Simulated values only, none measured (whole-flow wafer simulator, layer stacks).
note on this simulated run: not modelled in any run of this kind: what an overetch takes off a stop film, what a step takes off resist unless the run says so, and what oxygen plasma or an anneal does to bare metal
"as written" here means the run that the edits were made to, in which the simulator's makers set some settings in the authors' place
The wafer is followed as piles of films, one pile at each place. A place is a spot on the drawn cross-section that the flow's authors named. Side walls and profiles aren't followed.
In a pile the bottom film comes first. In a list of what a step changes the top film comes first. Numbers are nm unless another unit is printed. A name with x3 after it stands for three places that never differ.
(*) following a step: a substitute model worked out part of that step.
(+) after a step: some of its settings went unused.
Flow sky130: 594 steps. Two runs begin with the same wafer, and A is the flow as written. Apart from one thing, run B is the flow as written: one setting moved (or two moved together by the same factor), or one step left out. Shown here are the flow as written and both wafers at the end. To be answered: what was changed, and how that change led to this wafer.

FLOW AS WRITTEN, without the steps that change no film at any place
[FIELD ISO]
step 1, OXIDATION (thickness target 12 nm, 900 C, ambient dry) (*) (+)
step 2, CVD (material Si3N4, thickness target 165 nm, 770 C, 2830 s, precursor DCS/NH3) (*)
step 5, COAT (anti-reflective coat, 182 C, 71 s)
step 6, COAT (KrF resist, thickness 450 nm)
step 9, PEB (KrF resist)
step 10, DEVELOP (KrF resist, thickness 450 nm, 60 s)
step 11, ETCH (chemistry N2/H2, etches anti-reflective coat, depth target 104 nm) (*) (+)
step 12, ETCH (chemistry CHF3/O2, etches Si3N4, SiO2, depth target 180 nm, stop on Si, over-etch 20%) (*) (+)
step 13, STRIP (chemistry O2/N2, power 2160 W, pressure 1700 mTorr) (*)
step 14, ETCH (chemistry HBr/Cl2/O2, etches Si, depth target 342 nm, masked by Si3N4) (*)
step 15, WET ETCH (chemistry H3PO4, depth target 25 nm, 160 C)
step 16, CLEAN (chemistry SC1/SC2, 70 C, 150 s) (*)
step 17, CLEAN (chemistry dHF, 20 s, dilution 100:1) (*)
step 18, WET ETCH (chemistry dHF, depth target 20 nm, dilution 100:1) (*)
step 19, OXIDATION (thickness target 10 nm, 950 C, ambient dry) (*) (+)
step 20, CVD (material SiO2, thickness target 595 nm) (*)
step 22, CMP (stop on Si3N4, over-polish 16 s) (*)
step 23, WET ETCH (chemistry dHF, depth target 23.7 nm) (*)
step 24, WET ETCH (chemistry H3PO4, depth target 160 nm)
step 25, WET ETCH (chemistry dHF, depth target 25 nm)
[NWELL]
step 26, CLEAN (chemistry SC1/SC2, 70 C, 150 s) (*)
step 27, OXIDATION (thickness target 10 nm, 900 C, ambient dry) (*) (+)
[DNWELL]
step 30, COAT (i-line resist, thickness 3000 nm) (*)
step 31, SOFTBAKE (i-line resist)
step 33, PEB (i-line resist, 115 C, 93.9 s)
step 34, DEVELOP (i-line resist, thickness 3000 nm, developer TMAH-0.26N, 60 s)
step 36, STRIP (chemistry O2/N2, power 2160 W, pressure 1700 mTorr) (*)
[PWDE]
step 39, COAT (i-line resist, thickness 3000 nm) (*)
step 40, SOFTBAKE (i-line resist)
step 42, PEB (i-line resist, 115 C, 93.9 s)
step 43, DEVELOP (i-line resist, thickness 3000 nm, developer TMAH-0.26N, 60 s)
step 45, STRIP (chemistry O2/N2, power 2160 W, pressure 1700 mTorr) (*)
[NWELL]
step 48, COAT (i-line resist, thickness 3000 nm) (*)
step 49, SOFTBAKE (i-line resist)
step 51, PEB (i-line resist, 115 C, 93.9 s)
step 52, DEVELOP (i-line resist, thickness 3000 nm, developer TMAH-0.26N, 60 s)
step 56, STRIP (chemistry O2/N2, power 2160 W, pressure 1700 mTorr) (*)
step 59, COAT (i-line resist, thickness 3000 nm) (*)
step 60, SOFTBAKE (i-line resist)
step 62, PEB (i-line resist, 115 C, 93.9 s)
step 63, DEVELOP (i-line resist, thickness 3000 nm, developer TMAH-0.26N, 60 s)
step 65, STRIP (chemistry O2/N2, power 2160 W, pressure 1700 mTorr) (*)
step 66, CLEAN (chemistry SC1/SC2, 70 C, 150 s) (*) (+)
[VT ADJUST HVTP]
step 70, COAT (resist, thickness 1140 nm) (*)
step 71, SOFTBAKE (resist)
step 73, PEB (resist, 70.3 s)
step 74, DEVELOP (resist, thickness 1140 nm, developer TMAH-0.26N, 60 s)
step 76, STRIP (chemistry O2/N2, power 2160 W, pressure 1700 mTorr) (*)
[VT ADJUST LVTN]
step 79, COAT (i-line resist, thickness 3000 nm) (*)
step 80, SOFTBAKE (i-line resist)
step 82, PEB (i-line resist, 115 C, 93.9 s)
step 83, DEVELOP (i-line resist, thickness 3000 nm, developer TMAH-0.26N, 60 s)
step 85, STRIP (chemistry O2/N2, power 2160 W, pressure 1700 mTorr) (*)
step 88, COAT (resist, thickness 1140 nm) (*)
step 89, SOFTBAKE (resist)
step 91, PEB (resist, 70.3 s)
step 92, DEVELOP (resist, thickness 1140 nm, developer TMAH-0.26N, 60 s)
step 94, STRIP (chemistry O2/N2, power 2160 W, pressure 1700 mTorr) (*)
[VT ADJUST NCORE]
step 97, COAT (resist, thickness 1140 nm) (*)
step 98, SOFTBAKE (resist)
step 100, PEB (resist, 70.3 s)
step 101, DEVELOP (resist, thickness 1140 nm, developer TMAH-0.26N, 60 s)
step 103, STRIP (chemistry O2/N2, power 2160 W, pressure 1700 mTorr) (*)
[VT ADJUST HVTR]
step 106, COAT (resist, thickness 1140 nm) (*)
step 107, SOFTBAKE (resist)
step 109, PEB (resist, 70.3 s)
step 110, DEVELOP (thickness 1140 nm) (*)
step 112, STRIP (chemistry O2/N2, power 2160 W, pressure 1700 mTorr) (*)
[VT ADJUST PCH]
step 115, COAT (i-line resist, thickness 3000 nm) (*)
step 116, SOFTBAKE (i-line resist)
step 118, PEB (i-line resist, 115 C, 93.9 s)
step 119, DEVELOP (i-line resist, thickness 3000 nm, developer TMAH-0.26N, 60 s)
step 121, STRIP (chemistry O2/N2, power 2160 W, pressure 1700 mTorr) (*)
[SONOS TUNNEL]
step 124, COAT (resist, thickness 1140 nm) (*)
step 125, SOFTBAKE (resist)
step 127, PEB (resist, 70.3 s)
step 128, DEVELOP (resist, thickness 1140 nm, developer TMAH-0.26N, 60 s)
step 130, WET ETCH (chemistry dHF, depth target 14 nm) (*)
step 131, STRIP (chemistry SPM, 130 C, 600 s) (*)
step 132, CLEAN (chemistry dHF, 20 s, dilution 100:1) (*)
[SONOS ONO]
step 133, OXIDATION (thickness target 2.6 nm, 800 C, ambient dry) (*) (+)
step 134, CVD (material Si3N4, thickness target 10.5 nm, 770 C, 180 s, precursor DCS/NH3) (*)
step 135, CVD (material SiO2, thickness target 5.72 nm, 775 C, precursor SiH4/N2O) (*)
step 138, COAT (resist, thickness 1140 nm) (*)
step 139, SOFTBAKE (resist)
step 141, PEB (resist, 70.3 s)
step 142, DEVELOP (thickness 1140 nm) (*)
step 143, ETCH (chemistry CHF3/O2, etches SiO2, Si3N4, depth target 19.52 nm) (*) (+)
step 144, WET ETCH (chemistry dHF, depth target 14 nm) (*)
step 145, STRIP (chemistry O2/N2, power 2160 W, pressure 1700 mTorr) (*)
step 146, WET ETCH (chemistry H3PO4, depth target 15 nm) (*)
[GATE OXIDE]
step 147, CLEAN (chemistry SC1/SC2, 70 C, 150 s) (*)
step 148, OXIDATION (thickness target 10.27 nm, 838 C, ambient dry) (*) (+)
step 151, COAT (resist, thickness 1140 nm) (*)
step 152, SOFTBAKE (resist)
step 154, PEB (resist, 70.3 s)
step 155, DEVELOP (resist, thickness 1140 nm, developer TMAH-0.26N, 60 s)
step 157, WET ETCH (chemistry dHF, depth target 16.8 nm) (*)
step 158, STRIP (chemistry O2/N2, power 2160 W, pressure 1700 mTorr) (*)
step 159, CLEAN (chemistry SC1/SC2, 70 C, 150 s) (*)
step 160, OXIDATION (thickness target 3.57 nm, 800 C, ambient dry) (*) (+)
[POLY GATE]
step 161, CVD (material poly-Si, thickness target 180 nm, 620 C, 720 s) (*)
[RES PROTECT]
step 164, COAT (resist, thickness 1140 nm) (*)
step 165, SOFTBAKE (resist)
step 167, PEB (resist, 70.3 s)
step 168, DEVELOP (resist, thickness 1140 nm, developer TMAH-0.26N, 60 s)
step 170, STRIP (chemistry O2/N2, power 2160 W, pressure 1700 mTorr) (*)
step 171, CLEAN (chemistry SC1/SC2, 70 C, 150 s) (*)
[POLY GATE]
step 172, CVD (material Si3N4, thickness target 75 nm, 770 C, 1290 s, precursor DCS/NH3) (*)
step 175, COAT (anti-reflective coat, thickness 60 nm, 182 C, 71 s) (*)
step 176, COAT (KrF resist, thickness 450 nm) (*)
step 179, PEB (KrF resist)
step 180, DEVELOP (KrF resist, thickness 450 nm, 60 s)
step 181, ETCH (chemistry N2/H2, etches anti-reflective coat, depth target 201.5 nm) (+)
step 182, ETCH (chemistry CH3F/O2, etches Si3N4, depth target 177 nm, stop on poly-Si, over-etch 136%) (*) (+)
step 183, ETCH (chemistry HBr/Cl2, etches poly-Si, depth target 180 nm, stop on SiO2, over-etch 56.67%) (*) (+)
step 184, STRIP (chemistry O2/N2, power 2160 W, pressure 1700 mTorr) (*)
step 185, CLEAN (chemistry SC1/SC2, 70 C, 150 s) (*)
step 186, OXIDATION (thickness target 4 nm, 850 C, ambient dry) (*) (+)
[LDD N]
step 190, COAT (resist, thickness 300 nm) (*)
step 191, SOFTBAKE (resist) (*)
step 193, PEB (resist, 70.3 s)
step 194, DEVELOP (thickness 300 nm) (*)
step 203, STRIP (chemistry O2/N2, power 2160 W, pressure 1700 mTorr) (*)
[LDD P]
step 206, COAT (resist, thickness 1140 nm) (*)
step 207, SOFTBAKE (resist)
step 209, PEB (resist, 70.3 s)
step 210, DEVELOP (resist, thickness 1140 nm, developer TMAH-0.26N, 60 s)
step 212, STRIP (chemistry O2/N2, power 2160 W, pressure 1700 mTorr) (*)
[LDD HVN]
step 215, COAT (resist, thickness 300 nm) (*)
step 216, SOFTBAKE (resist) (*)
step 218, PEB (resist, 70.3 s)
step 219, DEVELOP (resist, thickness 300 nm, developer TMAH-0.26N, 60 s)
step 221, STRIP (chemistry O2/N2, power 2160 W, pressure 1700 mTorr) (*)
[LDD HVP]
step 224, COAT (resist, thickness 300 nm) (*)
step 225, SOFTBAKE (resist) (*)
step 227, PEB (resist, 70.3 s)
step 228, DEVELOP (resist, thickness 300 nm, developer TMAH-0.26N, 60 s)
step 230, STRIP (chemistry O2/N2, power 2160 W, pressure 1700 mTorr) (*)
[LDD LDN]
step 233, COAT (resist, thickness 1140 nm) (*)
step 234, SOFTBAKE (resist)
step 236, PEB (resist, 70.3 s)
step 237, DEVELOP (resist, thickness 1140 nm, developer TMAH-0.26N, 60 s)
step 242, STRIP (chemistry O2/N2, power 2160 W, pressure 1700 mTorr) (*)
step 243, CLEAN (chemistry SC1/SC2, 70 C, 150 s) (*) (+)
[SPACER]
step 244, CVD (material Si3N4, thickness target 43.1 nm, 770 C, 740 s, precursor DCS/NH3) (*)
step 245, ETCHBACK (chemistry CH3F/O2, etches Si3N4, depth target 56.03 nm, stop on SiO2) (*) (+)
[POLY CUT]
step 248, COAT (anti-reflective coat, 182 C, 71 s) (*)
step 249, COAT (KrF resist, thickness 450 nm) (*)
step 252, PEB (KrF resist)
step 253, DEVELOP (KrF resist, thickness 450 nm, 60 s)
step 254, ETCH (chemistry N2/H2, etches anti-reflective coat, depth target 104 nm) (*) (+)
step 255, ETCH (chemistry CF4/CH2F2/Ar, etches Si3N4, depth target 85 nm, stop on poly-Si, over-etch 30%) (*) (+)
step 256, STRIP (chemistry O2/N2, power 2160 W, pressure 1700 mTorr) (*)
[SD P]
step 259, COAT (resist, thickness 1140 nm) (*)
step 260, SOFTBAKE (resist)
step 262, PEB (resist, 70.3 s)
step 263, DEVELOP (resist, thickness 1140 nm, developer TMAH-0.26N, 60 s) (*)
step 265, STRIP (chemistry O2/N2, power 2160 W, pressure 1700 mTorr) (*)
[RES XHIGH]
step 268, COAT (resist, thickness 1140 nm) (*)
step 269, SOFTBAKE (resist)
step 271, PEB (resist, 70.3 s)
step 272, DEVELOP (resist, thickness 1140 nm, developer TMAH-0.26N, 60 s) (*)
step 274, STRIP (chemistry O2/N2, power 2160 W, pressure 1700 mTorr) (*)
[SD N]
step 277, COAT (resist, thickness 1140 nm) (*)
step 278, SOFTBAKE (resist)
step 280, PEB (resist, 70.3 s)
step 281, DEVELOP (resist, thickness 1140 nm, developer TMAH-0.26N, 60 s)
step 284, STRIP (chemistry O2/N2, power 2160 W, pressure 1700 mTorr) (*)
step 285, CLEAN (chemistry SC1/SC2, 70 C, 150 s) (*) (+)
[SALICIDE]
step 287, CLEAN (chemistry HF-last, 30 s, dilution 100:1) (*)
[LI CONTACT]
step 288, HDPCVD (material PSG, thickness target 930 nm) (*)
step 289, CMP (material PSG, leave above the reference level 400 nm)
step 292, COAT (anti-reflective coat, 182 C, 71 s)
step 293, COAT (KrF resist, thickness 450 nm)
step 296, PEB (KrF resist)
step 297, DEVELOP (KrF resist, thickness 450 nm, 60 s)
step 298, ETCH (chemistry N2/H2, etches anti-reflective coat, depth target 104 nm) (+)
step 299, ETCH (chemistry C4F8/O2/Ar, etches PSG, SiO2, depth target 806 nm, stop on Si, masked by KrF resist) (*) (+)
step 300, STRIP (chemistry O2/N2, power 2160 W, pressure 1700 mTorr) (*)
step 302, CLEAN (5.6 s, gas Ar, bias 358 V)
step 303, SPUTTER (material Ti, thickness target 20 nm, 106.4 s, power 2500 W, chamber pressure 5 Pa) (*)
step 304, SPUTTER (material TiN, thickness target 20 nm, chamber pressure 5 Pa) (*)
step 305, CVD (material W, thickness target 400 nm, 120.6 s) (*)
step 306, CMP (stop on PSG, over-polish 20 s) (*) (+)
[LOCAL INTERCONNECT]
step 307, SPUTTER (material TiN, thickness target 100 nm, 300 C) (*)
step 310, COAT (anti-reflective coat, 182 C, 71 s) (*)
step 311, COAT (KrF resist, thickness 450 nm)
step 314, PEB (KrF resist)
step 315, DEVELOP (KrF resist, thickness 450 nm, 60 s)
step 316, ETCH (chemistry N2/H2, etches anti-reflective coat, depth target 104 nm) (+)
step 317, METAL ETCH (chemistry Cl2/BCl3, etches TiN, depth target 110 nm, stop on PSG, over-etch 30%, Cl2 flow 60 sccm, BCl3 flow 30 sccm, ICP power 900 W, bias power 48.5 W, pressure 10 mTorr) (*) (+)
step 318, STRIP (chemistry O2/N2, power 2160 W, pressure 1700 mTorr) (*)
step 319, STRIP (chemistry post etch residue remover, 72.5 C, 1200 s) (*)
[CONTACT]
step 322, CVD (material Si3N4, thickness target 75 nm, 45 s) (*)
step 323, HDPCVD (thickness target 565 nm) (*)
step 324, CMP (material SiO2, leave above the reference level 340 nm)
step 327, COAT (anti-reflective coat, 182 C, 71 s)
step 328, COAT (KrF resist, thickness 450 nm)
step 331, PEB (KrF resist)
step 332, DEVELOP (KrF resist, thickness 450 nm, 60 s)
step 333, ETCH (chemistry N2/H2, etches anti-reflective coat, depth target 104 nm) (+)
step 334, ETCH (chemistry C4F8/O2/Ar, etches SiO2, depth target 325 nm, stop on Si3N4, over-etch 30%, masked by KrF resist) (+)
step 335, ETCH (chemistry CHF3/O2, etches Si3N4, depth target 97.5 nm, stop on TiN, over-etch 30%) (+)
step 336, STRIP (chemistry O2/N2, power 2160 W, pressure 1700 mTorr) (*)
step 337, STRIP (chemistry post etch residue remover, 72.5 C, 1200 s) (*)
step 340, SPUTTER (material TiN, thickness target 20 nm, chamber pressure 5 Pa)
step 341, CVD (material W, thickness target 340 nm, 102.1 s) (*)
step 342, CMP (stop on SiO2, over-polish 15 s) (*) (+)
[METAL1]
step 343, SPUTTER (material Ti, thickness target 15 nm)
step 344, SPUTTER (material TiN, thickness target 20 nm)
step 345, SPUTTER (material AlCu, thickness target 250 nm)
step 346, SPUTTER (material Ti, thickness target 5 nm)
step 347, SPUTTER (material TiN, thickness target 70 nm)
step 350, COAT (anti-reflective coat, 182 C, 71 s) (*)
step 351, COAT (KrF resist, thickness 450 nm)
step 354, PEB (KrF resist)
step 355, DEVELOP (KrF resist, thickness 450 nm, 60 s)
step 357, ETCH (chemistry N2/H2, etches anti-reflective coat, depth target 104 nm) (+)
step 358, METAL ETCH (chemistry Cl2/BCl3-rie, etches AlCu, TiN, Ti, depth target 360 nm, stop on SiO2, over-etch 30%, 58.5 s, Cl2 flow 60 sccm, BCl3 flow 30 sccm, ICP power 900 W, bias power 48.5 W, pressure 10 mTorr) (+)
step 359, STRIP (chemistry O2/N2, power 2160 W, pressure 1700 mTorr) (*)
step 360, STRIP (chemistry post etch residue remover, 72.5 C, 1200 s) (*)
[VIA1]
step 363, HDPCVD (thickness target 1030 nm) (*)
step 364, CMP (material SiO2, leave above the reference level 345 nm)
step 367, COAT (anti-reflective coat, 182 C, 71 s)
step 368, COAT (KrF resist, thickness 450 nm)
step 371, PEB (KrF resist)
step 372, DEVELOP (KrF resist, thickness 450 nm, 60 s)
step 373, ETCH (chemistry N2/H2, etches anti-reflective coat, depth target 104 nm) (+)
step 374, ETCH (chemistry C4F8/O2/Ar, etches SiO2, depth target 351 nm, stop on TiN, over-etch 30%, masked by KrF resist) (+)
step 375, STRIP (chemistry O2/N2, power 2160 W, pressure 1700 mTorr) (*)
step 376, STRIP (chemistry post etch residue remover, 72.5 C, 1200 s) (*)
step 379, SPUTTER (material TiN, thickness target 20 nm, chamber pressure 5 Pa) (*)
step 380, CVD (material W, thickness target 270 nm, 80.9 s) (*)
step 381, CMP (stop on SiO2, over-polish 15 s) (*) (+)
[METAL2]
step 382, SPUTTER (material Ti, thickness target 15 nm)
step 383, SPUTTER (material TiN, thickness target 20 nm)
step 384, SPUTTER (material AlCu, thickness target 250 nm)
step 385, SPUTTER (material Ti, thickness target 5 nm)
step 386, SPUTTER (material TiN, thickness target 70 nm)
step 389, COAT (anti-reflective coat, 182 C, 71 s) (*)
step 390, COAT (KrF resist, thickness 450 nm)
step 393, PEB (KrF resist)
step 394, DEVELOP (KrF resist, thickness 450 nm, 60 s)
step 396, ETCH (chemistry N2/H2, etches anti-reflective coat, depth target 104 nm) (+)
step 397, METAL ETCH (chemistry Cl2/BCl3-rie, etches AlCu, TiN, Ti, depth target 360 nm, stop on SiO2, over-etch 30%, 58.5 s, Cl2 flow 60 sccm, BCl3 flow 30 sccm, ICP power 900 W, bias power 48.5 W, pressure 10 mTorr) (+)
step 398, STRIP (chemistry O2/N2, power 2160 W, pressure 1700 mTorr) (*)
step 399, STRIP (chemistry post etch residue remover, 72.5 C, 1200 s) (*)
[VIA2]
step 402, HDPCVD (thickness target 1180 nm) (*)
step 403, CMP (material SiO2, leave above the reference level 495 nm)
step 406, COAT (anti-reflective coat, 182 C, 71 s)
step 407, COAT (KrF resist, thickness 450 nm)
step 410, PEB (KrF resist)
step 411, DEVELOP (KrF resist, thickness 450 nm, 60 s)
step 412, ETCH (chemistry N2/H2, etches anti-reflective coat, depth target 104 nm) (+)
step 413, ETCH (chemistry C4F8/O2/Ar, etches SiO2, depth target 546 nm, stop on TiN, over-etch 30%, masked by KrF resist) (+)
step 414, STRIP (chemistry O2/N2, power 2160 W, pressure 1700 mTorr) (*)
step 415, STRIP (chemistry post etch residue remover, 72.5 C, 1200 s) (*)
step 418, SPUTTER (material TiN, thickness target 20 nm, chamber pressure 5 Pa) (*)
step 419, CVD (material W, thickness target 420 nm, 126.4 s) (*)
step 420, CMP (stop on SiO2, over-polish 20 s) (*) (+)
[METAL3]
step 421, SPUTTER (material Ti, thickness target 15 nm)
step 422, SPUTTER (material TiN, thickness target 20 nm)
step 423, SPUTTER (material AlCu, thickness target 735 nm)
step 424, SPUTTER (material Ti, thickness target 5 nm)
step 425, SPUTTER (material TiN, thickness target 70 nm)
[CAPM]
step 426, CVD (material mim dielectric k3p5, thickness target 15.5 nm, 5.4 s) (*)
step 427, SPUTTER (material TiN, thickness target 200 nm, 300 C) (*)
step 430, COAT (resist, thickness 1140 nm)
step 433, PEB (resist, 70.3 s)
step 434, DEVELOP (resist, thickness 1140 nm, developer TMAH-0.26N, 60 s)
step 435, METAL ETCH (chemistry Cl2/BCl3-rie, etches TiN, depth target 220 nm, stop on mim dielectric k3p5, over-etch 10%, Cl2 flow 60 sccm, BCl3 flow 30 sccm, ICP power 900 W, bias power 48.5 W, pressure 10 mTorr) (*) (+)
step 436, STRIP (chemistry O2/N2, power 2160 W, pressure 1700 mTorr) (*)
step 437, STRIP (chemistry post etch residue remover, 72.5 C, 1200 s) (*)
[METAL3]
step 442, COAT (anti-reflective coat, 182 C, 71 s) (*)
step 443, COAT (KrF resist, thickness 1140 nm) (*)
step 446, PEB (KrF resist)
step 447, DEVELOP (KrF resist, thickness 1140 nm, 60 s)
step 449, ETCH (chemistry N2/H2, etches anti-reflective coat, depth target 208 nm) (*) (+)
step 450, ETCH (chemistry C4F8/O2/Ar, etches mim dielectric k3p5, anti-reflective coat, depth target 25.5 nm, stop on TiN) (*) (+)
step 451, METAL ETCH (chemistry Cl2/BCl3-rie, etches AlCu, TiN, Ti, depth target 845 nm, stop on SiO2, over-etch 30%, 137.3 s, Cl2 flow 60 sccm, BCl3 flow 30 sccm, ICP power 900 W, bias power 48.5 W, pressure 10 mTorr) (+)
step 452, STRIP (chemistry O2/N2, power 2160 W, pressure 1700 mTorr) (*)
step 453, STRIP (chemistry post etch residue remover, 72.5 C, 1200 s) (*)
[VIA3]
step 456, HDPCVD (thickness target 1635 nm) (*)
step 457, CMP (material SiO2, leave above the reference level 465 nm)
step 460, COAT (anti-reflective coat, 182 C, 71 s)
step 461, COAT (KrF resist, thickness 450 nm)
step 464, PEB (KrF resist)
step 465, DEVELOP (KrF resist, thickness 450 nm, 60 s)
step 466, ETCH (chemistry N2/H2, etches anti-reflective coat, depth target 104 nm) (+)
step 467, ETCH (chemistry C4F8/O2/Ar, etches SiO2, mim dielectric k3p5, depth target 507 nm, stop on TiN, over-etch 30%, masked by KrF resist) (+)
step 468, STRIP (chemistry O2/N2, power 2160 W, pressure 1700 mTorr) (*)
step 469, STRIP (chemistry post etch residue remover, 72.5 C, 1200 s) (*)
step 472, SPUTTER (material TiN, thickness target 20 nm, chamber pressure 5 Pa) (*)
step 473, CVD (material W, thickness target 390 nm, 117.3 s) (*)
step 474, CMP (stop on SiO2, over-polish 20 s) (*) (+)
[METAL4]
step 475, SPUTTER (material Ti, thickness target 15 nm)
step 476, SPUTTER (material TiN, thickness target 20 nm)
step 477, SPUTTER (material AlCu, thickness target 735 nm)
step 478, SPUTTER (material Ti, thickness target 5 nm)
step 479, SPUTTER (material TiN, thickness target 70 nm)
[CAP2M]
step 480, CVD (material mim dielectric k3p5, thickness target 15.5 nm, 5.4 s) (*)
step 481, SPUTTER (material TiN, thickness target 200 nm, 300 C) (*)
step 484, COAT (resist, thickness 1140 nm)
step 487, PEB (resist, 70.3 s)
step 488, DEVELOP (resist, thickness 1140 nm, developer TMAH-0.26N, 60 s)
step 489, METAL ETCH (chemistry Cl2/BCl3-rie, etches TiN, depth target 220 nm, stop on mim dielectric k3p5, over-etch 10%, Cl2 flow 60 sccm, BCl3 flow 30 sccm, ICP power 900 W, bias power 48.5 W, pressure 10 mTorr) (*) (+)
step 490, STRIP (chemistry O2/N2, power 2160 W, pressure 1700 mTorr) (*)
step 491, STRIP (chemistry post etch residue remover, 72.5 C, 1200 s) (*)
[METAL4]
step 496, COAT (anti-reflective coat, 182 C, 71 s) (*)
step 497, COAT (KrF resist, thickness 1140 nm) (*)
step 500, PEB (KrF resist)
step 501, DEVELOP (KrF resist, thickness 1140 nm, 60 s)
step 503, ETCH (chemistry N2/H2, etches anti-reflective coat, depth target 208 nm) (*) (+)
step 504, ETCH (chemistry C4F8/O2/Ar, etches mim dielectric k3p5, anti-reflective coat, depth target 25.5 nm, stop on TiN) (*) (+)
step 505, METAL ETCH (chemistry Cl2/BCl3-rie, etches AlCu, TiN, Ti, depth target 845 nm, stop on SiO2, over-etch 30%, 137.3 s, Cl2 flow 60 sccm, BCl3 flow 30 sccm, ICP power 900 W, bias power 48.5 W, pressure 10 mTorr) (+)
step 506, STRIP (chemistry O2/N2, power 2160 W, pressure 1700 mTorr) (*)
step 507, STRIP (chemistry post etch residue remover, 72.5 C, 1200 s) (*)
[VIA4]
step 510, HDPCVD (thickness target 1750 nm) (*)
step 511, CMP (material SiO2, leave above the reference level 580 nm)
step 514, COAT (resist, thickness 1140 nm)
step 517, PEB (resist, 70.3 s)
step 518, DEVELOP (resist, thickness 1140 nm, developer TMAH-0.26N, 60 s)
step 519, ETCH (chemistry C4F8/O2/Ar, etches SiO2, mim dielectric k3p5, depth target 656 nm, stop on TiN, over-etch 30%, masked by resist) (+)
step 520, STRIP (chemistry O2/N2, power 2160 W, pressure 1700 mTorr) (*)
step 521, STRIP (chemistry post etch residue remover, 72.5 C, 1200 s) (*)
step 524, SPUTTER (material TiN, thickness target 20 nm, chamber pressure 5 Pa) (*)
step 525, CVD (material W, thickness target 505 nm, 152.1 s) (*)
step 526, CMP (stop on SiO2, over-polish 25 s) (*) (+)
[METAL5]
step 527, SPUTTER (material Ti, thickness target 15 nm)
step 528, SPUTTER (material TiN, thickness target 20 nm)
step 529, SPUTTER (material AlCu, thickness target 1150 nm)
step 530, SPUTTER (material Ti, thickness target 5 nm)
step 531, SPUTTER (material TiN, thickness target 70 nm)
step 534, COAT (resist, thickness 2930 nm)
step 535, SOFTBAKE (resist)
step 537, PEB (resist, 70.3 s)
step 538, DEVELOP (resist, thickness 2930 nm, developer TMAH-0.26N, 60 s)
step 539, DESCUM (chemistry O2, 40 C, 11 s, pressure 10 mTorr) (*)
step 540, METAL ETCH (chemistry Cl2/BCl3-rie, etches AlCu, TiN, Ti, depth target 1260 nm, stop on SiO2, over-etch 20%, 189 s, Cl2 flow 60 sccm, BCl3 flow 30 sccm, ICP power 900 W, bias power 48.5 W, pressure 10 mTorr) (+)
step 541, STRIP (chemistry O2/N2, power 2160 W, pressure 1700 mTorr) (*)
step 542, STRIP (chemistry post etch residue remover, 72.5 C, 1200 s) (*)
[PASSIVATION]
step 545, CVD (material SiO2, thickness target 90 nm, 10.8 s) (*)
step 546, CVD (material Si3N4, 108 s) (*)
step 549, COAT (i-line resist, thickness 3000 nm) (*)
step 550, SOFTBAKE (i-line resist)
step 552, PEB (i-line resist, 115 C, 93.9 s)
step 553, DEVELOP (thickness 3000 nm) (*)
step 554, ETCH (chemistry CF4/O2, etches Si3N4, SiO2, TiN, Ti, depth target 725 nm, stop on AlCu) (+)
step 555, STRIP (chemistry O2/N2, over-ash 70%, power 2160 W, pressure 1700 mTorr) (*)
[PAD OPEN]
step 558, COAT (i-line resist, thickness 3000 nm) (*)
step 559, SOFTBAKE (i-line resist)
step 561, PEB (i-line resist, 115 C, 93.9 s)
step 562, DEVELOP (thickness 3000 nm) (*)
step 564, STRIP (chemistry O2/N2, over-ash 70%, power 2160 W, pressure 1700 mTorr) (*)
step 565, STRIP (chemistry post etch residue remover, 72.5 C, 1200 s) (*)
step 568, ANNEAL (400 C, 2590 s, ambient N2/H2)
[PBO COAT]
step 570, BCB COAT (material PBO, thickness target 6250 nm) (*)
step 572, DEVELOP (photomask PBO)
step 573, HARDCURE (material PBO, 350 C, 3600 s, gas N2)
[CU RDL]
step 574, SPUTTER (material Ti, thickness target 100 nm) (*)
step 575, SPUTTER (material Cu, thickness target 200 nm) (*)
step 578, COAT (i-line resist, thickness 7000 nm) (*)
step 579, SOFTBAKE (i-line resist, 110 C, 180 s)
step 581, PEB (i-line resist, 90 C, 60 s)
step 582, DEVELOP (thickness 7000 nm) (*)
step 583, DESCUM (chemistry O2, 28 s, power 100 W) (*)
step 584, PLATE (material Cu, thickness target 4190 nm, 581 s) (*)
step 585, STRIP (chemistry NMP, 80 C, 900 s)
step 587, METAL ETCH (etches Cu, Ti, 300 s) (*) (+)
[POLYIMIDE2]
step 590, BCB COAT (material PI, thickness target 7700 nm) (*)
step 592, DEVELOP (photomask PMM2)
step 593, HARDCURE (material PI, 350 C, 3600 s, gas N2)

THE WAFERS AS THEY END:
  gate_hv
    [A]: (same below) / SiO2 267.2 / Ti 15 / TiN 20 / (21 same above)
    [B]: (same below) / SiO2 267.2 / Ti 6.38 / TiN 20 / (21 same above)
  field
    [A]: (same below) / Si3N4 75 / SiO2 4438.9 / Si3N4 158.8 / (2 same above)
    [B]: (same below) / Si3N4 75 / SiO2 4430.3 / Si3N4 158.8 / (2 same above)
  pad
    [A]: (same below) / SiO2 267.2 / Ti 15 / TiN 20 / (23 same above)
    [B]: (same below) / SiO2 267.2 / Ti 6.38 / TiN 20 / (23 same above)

Cause: step 382, SPUTTER: thickness target 6.38 nm was run, whereas the flow has thickness target 15 nm.
One can read it off the wafer: gate_hv has Ti 6.38, and step 382 as written asks for 15 nm.

The path from the change to this, step by step:
  step 382, SPUTTER (material Ti, thickness target 15 nm)
      field, active, n_well and 188 more: A Ti gains 15 (new film) | B Ti gains 6.38 (new film)
  step 397, METAL ETCH (chemistry Cl2/BCl3-rie, etches AlCu, TiN, Ti, depth target 360 nm, stop on SiO2, over-etch 30%, 58.5 s, Cl2 flow 60 sccm, BCl3 flow 30 sccm, ICP power 900 W, bias power 48.5 W, pressure 10 mTorr) (+)
      field, active, gate and 82 more: A TiN loses 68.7 (all of it), Ti loses 5 (all of it), AlCu loses 250 (all of it), TiN loses 20 (all of it), Ti loses 15 (all of it), SiO2 loses 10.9 | B TiN loses 68.7 (all of it), Ti loses 5 (all of it), AlCu loses 250 (all of it), TiN loses 20 (all of it), Ti loses 6.38 (all of it), SiO2 loses 11.8
